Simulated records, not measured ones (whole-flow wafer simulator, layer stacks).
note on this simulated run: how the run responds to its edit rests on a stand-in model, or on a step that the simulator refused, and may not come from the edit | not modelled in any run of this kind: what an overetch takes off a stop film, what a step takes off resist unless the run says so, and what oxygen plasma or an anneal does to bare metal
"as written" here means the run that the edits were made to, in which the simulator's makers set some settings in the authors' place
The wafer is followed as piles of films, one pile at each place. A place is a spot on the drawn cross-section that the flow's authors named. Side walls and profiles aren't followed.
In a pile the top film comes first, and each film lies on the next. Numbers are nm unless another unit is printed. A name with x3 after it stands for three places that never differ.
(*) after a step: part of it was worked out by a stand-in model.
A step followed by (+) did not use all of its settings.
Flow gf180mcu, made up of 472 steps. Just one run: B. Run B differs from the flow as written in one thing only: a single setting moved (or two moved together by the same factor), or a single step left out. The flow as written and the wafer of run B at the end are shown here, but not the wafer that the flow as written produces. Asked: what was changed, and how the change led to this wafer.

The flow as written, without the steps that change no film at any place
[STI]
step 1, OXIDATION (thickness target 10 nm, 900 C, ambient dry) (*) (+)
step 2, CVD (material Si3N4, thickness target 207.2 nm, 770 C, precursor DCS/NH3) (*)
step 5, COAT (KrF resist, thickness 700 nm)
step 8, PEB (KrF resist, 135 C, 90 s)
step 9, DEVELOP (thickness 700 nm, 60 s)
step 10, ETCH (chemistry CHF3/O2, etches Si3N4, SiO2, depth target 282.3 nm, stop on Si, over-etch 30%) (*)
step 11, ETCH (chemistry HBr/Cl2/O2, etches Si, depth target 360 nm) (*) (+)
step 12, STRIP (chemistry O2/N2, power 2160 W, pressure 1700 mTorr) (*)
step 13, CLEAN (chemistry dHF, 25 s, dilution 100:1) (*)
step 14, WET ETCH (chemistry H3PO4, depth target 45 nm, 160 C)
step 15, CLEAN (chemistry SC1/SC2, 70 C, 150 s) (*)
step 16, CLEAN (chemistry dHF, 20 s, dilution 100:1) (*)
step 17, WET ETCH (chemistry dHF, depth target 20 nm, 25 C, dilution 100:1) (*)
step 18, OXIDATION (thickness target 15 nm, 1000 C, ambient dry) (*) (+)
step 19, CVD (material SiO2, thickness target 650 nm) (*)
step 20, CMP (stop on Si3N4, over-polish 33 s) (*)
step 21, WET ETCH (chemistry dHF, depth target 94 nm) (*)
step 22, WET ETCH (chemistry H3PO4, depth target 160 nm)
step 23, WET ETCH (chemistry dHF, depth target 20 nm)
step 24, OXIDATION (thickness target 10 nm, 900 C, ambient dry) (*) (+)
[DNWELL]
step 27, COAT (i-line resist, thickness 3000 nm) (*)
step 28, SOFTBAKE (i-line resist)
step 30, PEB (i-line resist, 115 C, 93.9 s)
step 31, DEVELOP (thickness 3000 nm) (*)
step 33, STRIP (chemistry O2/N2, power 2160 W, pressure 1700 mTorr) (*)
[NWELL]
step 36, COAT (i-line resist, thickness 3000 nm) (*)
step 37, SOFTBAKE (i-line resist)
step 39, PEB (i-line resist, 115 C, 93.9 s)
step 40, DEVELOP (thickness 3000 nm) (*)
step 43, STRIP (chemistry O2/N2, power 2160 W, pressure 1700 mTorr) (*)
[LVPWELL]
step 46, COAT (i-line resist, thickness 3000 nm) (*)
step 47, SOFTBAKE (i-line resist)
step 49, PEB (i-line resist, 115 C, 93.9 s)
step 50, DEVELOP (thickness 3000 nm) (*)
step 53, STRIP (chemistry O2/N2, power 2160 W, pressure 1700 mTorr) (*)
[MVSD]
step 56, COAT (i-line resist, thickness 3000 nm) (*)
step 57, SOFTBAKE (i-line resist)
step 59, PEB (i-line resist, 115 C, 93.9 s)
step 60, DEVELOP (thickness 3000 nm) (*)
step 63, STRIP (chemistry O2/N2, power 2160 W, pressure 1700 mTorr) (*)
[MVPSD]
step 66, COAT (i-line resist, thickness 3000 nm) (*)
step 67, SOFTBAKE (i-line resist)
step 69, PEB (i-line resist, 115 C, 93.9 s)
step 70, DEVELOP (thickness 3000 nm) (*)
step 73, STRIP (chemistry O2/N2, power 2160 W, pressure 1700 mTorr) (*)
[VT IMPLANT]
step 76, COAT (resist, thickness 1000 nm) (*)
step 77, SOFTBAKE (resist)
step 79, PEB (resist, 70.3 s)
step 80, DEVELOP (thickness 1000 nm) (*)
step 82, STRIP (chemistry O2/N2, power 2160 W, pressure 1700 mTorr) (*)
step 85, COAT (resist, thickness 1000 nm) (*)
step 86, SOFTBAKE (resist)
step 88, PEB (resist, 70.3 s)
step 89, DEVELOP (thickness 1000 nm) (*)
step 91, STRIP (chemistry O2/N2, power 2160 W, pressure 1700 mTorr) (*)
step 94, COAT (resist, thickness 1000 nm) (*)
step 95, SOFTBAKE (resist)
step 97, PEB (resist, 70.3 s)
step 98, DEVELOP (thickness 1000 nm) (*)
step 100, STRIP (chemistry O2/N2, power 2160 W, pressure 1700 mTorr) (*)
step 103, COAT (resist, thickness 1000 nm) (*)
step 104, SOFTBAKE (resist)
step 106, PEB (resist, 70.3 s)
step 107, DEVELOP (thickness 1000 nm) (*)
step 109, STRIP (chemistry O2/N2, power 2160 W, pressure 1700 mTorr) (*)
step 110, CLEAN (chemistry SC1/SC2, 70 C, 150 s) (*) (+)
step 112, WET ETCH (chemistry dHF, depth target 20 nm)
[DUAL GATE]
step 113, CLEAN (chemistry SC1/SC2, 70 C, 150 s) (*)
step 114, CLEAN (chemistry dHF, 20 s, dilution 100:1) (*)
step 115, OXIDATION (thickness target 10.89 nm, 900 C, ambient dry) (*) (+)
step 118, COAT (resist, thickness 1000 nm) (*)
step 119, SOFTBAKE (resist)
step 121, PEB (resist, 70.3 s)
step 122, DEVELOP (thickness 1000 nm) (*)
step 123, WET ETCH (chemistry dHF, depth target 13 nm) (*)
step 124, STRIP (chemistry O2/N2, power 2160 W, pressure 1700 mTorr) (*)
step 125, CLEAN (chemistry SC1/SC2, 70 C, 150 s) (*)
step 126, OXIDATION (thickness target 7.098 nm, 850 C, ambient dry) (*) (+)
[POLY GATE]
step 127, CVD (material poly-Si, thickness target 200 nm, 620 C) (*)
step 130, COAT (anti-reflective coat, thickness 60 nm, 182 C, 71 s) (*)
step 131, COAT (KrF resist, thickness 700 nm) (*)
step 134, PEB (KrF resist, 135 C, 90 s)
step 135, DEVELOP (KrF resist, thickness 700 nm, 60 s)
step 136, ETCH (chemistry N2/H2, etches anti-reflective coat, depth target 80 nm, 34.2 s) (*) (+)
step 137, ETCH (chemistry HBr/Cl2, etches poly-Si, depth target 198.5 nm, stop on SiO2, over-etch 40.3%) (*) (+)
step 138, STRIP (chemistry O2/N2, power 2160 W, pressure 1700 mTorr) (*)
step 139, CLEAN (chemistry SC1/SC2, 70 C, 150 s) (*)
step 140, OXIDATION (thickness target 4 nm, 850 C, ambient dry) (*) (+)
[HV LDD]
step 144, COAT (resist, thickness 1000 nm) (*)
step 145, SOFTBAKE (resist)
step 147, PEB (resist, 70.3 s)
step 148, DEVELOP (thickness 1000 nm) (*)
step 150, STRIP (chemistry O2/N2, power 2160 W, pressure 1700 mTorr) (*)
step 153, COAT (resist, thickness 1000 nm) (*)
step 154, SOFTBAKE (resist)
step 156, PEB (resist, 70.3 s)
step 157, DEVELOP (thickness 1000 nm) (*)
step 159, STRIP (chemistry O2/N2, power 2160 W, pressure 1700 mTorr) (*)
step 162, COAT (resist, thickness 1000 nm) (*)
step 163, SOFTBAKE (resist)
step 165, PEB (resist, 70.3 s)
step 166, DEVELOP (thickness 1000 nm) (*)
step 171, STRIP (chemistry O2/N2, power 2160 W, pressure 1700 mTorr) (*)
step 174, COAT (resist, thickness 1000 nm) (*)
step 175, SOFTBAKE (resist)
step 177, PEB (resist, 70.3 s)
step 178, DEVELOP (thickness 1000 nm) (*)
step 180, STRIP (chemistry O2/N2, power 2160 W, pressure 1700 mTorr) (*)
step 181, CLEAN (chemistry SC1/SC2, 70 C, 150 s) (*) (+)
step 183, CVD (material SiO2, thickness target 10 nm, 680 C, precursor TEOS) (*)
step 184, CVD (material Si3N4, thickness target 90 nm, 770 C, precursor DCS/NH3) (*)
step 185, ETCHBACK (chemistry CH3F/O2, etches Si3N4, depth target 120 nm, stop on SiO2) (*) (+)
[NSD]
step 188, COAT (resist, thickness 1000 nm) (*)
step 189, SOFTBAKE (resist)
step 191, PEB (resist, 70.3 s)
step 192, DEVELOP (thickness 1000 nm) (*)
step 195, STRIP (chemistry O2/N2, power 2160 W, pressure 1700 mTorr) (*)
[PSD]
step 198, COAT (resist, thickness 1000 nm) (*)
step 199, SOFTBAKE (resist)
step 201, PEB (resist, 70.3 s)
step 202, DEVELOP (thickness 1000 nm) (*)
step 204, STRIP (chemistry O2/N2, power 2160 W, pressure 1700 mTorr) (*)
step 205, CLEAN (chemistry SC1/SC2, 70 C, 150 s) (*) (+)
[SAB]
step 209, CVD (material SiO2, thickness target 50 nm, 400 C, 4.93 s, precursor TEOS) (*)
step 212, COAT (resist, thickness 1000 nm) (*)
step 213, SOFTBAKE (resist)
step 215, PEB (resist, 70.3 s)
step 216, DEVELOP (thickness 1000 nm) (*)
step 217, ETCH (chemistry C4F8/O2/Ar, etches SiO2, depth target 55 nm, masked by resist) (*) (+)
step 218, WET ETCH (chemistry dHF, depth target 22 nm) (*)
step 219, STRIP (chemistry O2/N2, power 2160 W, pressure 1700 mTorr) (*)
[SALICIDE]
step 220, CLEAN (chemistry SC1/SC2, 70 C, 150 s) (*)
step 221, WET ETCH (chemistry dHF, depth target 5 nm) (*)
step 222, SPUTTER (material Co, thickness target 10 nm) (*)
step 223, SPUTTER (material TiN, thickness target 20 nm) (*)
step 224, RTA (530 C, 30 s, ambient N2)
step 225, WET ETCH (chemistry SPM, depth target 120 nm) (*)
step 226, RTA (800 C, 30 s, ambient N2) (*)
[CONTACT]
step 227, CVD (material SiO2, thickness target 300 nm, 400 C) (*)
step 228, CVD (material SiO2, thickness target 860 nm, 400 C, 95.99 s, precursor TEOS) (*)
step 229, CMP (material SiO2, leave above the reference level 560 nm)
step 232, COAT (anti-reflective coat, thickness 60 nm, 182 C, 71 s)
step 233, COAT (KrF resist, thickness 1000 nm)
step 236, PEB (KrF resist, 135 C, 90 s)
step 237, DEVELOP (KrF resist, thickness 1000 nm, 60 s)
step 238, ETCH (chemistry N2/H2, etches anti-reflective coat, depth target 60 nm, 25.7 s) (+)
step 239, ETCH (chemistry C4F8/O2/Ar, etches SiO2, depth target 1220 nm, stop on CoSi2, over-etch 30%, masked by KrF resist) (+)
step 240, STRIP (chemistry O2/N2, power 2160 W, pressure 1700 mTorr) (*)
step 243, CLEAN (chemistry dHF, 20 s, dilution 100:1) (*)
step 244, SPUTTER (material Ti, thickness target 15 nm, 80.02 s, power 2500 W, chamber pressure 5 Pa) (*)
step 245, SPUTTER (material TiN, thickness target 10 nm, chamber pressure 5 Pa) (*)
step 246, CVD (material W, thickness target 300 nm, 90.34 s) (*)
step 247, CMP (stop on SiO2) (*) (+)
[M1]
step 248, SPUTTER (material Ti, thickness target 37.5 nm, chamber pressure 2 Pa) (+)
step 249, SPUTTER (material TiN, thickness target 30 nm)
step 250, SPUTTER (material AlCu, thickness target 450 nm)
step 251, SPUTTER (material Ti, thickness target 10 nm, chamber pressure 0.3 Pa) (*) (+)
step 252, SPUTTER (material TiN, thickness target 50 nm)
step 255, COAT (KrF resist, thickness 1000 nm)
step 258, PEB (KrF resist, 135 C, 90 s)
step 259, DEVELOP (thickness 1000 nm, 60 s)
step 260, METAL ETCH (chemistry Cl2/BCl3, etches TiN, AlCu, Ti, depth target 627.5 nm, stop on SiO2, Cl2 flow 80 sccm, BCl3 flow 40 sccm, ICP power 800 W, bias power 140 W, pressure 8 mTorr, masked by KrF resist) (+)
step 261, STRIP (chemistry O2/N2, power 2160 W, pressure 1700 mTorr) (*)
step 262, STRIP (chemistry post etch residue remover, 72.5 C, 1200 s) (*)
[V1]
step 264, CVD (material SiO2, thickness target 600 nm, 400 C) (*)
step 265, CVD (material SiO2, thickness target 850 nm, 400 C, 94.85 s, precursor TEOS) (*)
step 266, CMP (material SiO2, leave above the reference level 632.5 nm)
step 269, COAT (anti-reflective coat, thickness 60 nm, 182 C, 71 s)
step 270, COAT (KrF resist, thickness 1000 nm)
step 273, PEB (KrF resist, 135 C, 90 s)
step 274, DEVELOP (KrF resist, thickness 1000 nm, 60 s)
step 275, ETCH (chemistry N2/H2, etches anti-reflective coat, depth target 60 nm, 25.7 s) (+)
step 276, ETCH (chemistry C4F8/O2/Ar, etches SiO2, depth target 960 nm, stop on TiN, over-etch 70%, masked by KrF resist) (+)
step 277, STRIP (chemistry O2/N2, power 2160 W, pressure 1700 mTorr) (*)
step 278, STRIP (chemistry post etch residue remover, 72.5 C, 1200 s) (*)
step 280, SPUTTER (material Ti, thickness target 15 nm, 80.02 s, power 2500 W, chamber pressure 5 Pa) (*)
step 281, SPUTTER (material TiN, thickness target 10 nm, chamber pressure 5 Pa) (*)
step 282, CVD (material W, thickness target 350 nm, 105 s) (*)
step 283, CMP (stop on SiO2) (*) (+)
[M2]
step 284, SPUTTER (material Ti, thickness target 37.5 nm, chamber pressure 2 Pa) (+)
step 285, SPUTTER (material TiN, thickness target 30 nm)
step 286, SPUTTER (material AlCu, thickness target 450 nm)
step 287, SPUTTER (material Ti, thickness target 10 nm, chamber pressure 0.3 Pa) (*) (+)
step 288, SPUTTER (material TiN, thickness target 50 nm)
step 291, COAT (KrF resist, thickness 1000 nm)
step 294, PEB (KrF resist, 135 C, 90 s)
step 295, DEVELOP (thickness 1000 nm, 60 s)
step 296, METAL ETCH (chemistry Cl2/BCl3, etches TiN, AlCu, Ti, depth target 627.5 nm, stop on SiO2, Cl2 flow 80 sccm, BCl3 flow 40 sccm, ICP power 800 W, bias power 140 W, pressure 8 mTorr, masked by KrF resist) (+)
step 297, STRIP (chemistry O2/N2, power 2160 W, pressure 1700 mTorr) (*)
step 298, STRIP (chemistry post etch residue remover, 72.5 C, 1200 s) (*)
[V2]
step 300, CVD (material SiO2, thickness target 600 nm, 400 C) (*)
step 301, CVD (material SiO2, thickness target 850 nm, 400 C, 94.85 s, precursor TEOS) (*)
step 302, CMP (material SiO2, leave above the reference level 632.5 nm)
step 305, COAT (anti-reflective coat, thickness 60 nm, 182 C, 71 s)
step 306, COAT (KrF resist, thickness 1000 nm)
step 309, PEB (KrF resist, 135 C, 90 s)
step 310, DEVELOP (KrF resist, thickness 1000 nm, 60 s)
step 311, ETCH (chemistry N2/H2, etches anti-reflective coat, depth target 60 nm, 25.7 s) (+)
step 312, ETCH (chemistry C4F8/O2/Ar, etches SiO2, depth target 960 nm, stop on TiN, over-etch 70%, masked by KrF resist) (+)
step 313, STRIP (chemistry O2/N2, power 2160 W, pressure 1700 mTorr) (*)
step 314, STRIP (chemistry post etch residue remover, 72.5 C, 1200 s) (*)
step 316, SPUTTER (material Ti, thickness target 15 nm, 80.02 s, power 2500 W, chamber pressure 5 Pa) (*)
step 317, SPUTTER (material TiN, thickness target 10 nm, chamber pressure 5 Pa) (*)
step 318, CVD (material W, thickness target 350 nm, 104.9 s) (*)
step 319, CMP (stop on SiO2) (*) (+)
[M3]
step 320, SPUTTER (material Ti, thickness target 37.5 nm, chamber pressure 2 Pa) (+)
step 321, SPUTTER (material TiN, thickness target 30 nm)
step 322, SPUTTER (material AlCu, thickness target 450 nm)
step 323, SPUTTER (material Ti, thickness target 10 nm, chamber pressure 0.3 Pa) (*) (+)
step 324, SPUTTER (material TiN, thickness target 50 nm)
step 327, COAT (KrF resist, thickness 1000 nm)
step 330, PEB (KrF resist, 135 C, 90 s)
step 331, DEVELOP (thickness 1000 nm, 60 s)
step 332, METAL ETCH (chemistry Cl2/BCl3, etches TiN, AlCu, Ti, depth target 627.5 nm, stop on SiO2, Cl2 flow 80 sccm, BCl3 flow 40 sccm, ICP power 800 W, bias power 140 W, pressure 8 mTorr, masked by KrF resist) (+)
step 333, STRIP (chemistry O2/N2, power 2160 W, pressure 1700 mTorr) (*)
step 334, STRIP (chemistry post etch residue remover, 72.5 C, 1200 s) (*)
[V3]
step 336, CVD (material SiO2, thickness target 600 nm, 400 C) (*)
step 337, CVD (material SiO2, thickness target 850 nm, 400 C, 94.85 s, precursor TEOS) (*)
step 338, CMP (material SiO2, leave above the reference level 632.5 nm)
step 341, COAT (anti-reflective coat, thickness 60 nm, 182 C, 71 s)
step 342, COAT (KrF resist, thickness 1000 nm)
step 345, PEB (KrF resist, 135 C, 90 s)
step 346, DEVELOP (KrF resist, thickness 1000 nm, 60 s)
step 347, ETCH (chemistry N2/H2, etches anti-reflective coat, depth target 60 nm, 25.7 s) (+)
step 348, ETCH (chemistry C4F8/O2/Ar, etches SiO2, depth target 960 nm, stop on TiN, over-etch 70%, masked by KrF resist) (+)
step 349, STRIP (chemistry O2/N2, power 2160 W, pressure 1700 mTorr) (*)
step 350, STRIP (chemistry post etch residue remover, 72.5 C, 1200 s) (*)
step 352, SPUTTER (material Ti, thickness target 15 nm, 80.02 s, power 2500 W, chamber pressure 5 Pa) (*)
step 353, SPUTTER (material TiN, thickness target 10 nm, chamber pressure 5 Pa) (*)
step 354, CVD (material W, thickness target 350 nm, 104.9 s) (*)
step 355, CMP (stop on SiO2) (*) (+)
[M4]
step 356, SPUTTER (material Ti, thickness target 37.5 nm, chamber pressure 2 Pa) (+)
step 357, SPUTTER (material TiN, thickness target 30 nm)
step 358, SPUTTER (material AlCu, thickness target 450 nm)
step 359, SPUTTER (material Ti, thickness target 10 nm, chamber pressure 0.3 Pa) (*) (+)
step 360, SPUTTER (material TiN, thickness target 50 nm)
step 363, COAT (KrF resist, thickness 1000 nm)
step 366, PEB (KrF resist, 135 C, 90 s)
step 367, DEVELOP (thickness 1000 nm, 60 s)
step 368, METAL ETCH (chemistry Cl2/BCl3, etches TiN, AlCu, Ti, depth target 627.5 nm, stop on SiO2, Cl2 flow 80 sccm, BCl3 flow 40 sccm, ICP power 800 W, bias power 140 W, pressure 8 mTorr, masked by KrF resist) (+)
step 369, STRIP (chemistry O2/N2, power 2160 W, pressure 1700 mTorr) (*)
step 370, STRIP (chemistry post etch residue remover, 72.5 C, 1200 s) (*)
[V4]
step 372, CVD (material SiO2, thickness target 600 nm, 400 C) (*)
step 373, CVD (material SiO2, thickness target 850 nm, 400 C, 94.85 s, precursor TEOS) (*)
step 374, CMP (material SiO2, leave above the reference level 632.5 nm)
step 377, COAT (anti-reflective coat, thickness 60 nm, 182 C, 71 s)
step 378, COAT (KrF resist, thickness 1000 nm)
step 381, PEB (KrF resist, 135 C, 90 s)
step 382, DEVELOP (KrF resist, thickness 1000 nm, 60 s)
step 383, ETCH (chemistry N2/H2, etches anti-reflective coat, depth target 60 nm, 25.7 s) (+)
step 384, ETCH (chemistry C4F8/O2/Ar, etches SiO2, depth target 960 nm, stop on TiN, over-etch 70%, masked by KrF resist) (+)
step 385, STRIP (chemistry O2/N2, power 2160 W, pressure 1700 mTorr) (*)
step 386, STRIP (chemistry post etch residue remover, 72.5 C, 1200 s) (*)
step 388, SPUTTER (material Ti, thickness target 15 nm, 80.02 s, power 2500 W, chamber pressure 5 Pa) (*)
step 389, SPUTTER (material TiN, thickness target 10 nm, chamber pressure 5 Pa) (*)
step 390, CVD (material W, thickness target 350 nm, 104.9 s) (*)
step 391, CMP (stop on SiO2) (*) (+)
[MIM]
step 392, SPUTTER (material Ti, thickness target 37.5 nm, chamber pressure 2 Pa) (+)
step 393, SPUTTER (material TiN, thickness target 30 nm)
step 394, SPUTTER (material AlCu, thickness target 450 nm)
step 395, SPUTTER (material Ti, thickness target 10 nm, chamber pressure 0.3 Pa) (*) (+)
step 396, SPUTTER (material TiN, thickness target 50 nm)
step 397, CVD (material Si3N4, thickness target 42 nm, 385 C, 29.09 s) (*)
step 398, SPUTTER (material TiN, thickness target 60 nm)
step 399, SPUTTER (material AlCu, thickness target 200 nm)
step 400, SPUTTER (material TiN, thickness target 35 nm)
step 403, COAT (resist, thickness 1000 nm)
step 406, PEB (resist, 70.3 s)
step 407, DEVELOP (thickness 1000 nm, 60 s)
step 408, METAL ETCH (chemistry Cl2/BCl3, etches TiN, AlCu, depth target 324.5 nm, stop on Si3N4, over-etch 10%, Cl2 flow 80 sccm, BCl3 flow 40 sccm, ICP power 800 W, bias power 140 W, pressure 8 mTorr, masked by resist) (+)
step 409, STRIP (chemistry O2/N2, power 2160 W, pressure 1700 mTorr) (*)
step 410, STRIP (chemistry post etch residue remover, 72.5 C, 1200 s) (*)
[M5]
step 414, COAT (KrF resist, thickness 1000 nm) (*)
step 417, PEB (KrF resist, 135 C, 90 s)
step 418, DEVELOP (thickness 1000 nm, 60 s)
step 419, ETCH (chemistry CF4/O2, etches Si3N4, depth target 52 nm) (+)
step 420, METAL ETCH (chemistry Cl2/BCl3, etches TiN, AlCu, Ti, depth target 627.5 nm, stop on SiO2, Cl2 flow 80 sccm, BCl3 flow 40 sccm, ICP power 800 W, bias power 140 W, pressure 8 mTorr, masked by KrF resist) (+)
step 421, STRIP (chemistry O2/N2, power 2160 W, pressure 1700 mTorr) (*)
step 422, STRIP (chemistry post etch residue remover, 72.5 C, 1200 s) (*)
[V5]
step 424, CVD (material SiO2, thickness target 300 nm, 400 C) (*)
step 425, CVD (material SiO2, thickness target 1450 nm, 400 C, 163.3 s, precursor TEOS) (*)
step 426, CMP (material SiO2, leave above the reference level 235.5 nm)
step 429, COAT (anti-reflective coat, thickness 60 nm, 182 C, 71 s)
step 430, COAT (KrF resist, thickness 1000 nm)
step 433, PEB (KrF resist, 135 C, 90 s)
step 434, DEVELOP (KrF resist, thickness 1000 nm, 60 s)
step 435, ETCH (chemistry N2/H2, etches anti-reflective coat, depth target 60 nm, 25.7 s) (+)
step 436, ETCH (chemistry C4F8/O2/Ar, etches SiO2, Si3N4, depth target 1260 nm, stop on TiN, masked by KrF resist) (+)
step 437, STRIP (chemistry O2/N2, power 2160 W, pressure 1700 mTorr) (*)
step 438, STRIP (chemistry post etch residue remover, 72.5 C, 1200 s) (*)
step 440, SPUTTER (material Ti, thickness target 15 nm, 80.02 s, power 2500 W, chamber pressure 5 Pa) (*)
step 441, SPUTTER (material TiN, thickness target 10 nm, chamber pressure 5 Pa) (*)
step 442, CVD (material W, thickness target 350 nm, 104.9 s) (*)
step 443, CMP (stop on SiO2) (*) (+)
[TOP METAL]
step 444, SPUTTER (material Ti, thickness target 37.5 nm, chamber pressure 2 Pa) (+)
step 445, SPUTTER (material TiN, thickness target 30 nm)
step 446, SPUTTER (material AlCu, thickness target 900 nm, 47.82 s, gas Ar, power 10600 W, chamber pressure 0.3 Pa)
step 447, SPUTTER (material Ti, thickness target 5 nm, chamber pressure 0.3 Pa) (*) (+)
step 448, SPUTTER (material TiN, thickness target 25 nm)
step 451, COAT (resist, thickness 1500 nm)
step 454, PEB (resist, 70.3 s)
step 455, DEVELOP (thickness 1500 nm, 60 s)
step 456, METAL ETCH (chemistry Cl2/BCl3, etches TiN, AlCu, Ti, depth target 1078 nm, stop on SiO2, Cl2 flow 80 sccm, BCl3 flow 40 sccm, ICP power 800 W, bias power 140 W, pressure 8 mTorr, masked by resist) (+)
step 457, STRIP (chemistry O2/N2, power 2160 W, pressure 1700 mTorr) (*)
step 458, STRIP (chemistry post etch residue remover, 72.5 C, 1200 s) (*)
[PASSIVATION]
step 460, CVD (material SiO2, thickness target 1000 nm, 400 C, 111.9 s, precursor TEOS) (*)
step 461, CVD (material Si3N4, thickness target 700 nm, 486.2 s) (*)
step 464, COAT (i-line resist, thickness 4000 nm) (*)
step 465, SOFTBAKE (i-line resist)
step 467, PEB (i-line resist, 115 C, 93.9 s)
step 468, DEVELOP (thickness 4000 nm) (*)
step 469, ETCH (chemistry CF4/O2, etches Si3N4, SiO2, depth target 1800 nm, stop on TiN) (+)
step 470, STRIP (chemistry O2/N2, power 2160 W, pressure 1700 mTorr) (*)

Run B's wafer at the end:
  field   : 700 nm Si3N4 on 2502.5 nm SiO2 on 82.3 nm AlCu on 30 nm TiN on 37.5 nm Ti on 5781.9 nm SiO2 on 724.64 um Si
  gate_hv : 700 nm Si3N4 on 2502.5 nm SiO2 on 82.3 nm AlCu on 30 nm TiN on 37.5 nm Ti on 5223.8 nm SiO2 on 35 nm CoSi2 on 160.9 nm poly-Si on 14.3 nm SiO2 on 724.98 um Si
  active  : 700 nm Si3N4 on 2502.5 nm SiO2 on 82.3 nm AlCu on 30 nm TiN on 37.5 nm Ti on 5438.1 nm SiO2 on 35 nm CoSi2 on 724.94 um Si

What caused this: step 394, SPUTTER: thickness target 657 nm was run, though the flow has thickness target 450 nm.

How this came from the change, step by step:
  step 394, SPUTTER (material AlCu, thickness target 450 nm)
      field, field__w1, field__w2 and 108 more: +657 AlCu (new film) (in the flow as written it would be: +450 AlCu (new film))
  step 420, METAL ETCH (chemistry Cl2/BCl3, etches TiN, AlCu, Ti, depth target 627.5 nm, stop on SiO2, Cl2 flow 80 sccm, BCl3 flow 40 sccm, ICP power 800 W, bias power 140 W, pressure 8 mTorr, masked by KrF resist) (+)
      field, field__w1, field__w2 and 101 more: -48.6 TiN (all of it), -10 Ti (all of it), -568.9 AlCu (in the flow as written it would be: -48.6 TiN (all of it), -10 Ti (all of it), -450 AlCu (all of it), -30 TiN (all of it), -37.5 Ti (all of it))
  step 422, STRIP (chemistry post etch residue remover, 72.5 C, 1200 s) (*)
      field, field__w1, field__w2 and 101 more: -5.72 AlCu (in the flow as written it would be: nothing)
  step 424, CVD (material SiO2, thickness target 300 nm, 400 C) (*)
      field, field__w1, field__w2 and 101 more: +300 SiO2 (new film) (in the flow as written it would be: +300 SiO2)
  step 426, CMP (material SiO2, leave above the reference level 235.5 nm)
      field, field__w1, field__w5 and 92 more: -243.7 SiO2 (in the flow as written it would be: -300.8 SiO2)
      field__w2, field__w3, field__w12 and 6 more: -212.9 SiO2 (in the flow as written it would be: -272.7 SiO2)
If metal films that touch count as one body, field has 1 body; the flow as written gives 0 bodies.
If metal films that touch count as one body, gate_hv has 2 bodies (between them, from the top down: SiO2 5223.8); the flow as written gives 1 body.
If metal films that touch count as one body, active has 2 bodies (between them, from the top down: SiO2 5438.1); the flow as written gives 1 body.
